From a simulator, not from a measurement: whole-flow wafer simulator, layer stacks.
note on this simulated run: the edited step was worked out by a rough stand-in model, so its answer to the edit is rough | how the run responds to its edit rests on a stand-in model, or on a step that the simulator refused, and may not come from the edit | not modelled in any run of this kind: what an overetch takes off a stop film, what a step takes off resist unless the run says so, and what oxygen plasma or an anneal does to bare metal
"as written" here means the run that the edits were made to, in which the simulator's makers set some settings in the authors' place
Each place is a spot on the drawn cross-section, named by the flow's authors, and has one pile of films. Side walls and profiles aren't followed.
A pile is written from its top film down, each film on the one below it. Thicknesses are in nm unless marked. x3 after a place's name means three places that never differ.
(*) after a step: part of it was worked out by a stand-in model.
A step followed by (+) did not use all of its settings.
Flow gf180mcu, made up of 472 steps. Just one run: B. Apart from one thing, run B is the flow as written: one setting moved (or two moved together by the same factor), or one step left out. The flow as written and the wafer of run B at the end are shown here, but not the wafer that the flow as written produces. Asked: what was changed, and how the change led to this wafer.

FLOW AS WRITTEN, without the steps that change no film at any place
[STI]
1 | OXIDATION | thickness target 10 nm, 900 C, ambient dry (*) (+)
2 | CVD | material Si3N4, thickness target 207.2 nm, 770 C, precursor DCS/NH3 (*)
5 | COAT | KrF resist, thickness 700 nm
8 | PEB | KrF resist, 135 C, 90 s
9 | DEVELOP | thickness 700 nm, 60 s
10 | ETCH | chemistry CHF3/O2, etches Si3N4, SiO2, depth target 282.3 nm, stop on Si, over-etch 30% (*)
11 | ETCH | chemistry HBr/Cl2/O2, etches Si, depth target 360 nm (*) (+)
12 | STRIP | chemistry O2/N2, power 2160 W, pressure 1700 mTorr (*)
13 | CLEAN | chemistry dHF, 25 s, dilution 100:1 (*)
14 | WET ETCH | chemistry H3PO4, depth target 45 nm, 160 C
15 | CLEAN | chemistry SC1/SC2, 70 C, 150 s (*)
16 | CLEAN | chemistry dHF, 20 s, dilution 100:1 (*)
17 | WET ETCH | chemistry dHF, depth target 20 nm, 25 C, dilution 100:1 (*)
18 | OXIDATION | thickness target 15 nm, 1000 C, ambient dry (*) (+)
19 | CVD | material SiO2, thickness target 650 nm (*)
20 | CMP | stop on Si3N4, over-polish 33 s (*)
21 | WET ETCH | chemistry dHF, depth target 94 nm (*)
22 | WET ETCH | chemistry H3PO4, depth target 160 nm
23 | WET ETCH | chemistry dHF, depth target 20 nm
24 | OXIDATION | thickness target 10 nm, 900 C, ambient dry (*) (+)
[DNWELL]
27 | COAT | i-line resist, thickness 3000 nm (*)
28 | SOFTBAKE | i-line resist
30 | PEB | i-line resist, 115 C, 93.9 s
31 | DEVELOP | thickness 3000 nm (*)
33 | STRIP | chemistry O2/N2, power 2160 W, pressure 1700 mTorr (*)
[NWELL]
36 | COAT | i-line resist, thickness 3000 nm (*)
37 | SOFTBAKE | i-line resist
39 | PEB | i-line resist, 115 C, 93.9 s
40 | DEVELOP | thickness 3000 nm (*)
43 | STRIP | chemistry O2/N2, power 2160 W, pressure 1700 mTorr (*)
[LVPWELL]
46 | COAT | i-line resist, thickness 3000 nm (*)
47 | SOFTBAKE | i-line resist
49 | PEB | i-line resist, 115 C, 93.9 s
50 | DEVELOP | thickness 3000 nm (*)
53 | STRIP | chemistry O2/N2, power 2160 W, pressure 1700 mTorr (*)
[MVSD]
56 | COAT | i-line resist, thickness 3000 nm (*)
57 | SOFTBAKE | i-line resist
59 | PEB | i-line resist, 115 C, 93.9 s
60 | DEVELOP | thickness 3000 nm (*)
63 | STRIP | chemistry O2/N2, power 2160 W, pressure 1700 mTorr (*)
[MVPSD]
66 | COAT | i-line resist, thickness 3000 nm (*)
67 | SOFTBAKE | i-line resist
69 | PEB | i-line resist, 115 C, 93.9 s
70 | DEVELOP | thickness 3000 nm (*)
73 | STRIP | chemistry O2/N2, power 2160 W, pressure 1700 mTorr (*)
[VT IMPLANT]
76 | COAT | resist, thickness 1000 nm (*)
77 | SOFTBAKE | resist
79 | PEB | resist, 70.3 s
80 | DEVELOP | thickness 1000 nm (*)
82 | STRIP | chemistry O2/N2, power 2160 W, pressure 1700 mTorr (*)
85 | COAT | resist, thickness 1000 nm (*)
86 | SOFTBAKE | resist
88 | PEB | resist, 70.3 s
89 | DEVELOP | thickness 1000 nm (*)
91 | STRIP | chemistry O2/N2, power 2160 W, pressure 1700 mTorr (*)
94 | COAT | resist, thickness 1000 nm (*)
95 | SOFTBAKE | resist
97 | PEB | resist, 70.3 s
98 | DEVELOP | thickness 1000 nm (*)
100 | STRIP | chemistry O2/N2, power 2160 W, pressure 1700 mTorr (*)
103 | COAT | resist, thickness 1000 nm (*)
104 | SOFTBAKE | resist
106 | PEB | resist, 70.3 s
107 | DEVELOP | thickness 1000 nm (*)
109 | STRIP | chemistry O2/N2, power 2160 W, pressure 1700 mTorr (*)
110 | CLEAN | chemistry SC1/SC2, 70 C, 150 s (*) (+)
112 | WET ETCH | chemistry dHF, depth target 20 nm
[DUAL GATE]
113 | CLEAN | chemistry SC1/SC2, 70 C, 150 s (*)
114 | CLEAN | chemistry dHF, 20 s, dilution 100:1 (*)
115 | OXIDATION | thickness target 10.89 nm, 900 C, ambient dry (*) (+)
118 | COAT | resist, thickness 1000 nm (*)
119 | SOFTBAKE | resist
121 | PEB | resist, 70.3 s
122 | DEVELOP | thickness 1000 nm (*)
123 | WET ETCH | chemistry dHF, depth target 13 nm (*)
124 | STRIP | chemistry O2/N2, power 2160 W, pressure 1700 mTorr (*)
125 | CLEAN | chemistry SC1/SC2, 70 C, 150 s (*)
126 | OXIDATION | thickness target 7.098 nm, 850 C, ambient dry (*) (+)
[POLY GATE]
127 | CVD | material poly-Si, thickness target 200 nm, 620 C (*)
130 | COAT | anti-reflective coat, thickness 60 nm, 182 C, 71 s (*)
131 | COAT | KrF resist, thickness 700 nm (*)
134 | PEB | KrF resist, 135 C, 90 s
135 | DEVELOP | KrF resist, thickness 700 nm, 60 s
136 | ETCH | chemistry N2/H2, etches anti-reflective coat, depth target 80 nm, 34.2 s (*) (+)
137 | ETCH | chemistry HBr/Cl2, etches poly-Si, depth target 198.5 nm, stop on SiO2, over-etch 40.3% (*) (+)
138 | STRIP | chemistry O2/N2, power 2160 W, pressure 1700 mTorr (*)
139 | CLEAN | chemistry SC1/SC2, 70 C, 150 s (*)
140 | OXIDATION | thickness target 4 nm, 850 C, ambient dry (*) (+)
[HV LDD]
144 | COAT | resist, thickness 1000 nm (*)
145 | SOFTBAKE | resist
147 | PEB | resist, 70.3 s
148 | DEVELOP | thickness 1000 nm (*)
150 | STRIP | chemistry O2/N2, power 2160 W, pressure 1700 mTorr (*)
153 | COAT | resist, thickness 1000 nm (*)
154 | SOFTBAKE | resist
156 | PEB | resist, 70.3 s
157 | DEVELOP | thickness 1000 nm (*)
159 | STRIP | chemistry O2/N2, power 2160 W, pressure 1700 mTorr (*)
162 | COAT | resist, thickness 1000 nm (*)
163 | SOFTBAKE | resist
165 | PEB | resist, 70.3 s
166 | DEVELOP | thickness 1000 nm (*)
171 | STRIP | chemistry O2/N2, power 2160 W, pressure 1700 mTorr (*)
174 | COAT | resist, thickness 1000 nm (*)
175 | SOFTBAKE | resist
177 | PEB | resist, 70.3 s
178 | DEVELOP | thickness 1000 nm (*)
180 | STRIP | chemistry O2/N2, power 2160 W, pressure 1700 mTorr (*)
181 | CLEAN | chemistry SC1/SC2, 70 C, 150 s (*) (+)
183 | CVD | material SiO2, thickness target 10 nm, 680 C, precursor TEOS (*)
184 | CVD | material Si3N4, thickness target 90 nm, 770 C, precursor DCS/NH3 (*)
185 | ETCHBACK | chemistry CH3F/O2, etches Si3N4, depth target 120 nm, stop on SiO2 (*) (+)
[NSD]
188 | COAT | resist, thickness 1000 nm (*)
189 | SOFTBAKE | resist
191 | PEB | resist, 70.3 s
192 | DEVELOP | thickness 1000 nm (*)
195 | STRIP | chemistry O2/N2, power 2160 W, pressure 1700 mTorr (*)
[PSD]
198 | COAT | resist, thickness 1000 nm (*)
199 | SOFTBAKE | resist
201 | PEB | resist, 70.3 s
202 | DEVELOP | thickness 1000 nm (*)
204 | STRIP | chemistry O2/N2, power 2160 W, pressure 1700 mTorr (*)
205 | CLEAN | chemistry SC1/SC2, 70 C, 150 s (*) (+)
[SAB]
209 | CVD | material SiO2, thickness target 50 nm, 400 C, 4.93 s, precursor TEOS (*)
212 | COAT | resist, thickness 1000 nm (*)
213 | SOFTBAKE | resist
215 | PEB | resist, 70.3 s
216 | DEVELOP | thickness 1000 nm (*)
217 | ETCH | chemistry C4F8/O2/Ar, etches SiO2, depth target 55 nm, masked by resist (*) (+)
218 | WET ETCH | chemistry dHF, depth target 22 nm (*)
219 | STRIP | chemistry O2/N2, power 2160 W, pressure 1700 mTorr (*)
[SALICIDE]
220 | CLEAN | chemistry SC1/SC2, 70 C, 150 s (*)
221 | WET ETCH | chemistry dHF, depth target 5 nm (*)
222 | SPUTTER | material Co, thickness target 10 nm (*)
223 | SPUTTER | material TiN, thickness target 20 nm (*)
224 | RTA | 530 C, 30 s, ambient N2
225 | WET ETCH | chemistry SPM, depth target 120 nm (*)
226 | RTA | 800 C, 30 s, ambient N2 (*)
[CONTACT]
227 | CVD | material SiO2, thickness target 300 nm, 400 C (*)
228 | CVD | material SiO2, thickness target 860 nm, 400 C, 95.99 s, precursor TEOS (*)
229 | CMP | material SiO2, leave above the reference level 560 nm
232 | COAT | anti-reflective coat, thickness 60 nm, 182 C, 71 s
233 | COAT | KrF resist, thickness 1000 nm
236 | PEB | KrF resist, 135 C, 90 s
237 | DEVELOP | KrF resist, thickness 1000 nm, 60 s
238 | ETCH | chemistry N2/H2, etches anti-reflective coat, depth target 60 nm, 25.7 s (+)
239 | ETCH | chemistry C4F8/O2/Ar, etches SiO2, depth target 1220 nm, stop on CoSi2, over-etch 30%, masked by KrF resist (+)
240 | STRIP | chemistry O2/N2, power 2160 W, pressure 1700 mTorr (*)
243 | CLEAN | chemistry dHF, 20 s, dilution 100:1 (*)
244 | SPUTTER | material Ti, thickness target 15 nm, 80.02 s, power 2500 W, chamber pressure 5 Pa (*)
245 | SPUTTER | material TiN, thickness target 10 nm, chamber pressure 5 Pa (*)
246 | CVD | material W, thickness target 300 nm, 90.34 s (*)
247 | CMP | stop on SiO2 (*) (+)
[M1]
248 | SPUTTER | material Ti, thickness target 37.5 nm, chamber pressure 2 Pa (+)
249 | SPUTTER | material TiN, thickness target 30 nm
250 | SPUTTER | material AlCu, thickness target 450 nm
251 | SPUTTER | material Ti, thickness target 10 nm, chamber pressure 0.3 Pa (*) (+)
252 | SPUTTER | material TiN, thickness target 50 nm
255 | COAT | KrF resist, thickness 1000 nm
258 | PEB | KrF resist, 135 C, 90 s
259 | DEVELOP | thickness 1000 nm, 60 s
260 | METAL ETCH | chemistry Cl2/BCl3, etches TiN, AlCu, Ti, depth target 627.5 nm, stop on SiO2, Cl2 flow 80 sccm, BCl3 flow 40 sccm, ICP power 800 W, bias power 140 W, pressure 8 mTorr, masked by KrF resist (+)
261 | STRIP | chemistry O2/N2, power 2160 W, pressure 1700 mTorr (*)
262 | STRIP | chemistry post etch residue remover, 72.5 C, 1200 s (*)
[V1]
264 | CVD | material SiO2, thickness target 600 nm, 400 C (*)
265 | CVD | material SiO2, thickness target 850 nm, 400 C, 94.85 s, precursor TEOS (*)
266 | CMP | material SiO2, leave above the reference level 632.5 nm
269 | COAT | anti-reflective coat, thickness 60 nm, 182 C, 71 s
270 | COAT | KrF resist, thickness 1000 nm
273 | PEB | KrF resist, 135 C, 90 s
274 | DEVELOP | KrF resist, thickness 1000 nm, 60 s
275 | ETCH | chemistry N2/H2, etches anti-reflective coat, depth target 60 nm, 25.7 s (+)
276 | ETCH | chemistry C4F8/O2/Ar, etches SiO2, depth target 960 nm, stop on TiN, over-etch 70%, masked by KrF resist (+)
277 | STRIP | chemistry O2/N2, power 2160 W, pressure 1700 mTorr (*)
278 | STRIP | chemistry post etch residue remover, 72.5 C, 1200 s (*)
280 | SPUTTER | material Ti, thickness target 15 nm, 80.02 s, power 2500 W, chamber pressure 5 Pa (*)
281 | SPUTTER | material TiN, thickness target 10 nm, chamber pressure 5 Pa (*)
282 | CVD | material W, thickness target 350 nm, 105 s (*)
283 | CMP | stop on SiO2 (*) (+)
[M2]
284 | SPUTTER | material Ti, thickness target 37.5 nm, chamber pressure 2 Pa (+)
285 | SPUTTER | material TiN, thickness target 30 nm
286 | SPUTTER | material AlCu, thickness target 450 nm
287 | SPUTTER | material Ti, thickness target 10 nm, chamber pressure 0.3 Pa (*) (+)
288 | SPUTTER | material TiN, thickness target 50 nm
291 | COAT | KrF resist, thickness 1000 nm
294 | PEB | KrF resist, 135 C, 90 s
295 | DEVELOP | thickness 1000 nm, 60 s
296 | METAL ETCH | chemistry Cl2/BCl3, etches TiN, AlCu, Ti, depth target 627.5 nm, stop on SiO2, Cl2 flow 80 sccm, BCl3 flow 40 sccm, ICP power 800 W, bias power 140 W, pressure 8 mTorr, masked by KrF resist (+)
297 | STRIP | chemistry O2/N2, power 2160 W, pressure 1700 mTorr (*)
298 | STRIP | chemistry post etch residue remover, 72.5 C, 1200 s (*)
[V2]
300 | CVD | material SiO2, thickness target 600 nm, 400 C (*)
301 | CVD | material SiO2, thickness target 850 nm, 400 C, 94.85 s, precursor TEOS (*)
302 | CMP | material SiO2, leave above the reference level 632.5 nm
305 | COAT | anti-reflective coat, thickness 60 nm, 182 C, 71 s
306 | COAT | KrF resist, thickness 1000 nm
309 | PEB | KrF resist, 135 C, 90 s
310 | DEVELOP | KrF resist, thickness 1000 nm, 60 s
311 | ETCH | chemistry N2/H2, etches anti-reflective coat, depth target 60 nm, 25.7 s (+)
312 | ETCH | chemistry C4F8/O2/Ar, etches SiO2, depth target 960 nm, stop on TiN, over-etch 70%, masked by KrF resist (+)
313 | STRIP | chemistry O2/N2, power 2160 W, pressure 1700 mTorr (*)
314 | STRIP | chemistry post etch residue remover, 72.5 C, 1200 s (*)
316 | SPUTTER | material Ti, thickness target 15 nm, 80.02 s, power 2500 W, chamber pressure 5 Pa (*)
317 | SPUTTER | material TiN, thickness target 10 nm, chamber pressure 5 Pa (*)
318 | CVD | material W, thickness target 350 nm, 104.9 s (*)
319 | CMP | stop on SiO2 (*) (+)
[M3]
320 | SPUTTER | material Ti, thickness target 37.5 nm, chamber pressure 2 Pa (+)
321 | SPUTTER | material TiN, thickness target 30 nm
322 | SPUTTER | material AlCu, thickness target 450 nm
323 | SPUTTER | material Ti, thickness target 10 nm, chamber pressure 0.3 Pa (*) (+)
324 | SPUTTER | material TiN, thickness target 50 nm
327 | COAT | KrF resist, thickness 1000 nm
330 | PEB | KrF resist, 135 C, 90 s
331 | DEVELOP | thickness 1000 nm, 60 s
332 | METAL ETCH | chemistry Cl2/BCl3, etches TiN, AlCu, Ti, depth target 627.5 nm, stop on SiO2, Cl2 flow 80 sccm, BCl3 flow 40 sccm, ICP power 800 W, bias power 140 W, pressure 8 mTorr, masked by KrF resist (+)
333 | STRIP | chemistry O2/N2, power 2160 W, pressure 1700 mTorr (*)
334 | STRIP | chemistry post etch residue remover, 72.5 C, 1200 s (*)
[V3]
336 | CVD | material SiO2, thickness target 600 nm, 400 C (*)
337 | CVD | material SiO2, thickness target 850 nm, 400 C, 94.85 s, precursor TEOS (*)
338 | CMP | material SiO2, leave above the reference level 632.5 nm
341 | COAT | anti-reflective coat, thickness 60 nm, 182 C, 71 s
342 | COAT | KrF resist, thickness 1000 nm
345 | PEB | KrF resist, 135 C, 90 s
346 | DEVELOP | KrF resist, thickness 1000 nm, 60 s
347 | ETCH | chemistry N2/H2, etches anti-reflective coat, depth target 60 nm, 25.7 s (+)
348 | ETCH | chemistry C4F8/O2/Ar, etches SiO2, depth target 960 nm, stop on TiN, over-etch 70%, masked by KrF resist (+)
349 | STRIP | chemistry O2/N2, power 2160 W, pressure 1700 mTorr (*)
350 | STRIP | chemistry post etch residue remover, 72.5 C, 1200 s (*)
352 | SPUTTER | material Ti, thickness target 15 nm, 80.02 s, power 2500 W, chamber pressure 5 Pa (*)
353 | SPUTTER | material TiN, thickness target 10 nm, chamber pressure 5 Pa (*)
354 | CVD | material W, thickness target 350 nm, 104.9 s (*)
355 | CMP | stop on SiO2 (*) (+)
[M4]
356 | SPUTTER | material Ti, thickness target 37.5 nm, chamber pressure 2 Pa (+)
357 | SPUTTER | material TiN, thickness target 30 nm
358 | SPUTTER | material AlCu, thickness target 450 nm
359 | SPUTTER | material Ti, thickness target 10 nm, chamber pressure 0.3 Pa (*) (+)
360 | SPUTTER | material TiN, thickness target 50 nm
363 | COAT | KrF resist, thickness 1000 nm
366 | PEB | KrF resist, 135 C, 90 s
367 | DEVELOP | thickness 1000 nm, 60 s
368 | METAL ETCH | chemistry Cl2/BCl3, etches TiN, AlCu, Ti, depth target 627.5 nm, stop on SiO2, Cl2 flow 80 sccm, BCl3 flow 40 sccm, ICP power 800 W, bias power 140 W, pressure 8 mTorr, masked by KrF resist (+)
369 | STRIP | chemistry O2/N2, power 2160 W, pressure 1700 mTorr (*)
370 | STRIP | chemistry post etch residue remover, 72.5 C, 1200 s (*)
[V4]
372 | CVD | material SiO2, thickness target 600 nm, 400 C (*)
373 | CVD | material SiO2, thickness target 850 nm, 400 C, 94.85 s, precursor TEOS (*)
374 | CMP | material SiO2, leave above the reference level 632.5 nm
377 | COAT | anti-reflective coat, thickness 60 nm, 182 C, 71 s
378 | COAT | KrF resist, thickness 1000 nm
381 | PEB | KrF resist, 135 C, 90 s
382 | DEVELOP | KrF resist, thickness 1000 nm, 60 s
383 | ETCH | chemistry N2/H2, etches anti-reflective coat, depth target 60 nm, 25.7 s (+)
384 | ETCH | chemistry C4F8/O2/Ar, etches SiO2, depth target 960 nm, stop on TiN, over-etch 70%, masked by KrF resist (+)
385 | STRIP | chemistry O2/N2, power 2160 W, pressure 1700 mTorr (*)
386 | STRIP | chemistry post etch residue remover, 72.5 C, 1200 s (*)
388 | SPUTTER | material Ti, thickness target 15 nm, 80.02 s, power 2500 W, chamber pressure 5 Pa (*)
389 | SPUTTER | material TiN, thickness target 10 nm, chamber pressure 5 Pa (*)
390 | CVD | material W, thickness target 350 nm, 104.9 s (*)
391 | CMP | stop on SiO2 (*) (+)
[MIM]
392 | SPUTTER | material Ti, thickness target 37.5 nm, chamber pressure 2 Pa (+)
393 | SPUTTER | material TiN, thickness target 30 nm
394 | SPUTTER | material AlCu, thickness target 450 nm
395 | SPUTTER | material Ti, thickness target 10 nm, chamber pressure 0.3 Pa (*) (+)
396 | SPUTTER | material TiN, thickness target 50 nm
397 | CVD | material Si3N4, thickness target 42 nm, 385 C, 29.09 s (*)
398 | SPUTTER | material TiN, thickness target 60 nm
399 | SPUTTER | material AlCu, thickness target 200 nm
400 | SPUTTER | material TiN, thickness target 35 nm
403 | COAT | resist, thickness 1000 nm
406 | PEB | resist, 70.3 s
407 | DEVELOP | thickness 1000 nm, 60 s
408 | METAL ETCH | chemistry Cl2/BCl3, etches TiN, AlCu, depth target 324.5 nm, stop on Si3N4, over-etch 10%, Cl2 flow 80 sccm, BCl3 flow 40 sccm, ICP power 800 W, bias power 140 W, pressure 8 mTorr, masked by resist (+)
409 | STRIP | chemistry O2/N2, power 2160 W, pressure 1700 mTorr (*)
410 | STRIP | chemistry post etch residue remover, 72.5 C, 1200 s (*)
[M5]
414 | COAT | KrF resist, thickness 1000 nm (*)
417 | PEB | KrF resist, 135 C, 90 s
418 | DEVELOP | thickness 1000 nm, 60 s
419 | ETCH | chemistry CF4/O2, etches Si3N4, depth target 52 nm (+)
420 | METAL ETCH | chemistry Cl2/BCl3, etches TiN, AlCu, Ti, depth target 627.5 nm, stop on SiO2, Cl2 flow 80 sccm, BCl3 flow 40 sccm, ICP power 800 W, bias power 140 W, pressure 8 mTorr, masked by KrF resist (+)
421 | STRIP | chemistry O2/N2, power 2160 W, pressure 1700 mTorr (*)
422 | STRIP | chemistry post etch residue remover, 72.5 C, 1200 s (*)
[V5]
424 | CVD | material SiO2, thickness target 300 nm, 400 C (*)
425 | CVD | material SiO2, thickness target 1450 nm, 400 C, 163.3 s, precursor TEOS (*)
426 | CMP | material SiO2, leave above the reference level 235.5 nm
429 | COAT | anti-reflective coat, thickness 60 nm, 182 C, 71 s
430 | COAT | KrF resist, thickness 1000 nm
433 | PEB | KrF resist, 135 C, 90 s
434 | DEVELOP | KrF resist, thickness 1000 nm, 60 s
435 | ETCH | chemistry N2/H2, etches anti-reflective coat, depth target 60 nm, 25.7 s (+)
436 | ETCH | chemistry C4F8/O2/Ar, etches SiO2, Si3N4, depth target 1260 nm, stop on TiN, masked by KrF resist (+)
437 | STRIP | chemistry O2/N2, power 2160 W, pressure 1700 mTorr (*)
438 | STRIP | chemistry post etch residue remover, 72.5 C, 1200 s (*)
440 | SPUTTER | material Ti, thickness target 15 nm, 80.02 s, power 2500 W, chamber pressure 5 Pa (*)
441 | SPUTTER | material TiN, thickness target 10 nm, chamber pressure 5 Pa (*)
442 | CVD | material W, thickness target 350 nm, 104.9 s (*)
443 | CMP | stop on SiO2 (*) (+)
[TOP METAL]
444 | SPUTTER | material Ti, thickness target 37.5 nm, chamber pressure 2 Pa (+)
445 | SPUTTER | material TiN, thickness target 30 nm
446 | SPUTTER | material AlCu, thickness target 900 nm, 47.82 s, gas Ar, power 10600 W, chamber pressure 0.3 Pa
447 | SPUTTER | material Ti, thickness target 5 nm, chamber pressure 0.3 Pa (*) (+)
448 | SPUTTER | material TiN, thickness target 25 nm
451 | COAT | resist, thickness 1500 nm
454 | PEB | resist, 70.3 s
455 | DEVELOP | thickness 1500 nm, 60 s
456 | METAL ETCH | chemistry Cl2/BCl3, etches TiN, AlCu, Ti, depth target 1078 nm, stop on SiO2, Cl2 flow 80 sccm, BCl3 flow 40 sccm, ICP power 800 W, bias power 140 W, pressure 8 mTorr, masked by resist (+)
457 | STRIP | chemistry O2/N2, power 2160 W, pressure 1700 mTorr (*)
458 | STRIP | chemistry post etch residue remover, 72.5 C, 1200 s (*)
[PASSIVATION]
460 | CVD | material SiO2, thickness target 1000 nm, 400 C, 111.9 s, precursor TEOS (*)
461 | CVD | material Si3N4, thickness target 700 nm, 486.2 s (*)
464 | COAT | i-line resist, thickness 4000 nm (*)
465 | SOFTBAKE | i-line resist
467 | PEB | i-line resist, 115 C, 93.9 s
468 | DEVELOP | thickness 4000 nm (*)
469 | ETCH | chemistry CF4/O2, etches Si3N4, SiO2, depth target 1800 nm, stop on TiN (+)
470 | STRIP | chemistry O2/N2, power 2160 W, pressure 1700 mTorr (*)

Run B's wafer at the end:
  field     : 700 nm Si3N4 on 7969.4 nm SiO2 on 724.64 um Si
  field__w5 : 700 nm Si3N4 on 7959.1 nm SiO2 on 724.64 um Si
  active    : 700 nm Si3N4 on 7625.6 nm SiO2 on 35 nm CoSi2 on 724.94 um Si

What caused this: step 425, CVD: thickness target 884 nm was run, whereas the flow has thickness target 1450 nm; step 425, CVD: 99.6 s was run, where the flow has 163.3 s.

The path from the change to this, step by step:
  425 | CVD | material SiO2, thickness target 1450 nm, 400 C, 163.3 s, precursor TEOS (*)
      field, field__w1, field__w4 and 100 more: SiO2 gains 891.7 (in the flow as written it would be: SiO2 gains 1450)
      field__w2, field__w3, field__w12 and 6 more: SiO2 gains 874.9 (in the flow as written it would be: SiO2 gains 1421.8)
  426 | CMP | material SiO2, leave above the reference level 235.5 nm
      field, field__w1, field__w5 and 92 more: nothing (in the flow as written it would be: SiO2 loses 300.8)
      field__w2, field__w3, field__w12 and 6 more: nothing (in the flow as written it would be: SiO2 loses 272.7)
      (also at 8 further places)
  429 | COAT | anti-reflective coat, thickness 60 nm, 182 C, 71 s
      p_well, sti, spacer, sd_n, pad, dice_street: anti-reflective coat gains 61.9 (new film) (in the flow as written it would be: anti-reflective coat gains 60 (new film))
      active, nw_enc_fld_lv__w1: anti-reflective coat gains 61.5 (new film) (in the flow as written it would be: anti-reflective coat gains 60 (new film))
      (also at 45 further places)
  430 | COAT | KrF resist, thickness 1000 nm
      field: KrF resist gains 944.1 (new film) (in the flow as written it would be: KrF resist gains 1000 (new film))
      field__w1: KrF resist gains 974.9 (new film) (in the flow as written it would be: KrF resist gains 1000 (new film))
      (also at 28 further places)
  433 | PEB | KrF resist, 135 C, 90 s
      field: KrF resist loses 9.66 (in the flow as written it would be: KrF resist loses 10.5)
      field__w7: KrF resist loses 11.6 (in the flow as written it would be: KrF resist loses 10.5)
      (also at 17 further places)
  434 | DEVELOP | KrF resist, thickness 1000 nm, 60 s
      contact: KrF resist loses 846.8 (all of it) (in the flow as written it would be: KrF resist loses 989.5 (all of it))
  435 | ETCH | chemistry N2/H2, etches anti-reflective coat, depth target 60 nm, 25.7 s (+)
      contact: anti-reflective coat loses 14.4 (all of it), SiO2 loses 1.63 (in the flow as written it would be: anti-reflective coat loses 60 (all of it), SiO2 loses 0.46)
  437 | STRIP | chemistry O2/N2, power 2160 W, pressure 1700 mTorr (*)
      p_well, sti, spacer, sd_n, pad, dice_street: KrF resist loses 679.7 (all of it), anti-reflective coat loses 61.9 (all of it) (in the flow as written it would be: KrF resist loses 679.2 (all of it), anti-reflective coat loses 60 (all of it))
      field: KrF resist loses 624.1 (all of it), anti-reflective coat loses 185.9 (all of it) (in the flow as written it would be: KrF resist loses 679.2 (all of it), anti-reflective coat loses 60 (all of it))
      (also at 46 further places)
  440 | SPUTTER | material Ti, thickness target 15 nm, 80.02 s, power 2500 W, chamber pressure 5 Pa (*)
      field__w2: Ti gains 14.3 (new film) (in the flow as written it would be: Ti gains 15 (new film))
      contact: Ti gains 9.42 (new film) (in the flow as written it would be: Ti gains 8.12 (new film))
  441 | SPUTTER | material TiN, thickness target 10 nm, chamber pressure 5 Pa (*)
      field__w2: TiN gains 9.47 (new film) (in the flow as written it would be: TiN gains 10 (new film))
      contact: TiN gains 6.26 (new film) (in the flow as written it would be: TiN gains 5.38 (new film))
  442 | CVD | material W, thickness target 350 nm, 104.9 s (*)
      contact: W gains 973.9 (new film) (in the flow as written it would be: W gains 1233.6 (new film))
  443 | CMP | stop on SiO2 (*) (+)
      field__w3, field__w12, npoly_sal, ppoly_sal, nw_sep_fld, gate_hv5, gate_p_hv5, sti_nw: W loses 350 (all of it), TiN loses 10 (all of it), Ti loses 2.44 (in the flow as written it would be: W loses 350 (all of it), TiN loses 10 (all of it), Ti loses 15 (all of it), SiO2 loses 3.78)
      field__w2: W loses 350.7 (all of it), TiN loses 9.47 (all of it), Ti loses 1.71 (in the flow as written it would be: W loses 350 (all of it), TiN loses 10 (all of it), Ti loses 15 (all of it), SiO2 loses 3.78)
      (also at 7 further places)
  444 | SPUTTER | material Ti, thickness target 37.5 nm, chamber pressure 2 Pa (+)
      field__w2, field__w3, field__w12 and 6 more: Ti gains 37.5 (in the flow as written it would be: Ti gains 37.5 (new film))
  445 | SPUTTER | material TiN, thickness target 30 nm
      field__w2, field__w3, field__w12 and 6 more: TiN gains 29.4 (new film) (in the flow as written it would be: TiN gains 30 (new film))
  451 | COAT | resist, thickness 1500 nm
      n_well, sti_nw: resist gains 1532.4 (new film) (in the flow as written it would be: resist gains 1500 (new film))
      field: resist gains 1543 (new film) (in the flow as written it would be: resist gains 1500 (new film))
      (also at 8 further places)
  452 | SOFTBAKE | resist
      field: resist loses 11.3 (in the flow as written it would be: nothing)
      field__w1: resist gains 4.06 (in the flow as written it would be: nothing)
      (also at 42 further places)
  ... 7 further steps ...
  470 | STRIP | chemistry O2/N2, power 2160 W, pressure 1700 mTorr (*)
      field__w8, m1__w1: i-line resist loses 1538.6 (all of it) (in the flow as written it would be: i-line resist loses 1775.9 (all of it))
      m1: i-line resist loses 1550.9 (all of it) (in the flow as written it would be: i-line resist loses 1798.9 (all of it))
      (also at 3 further places)
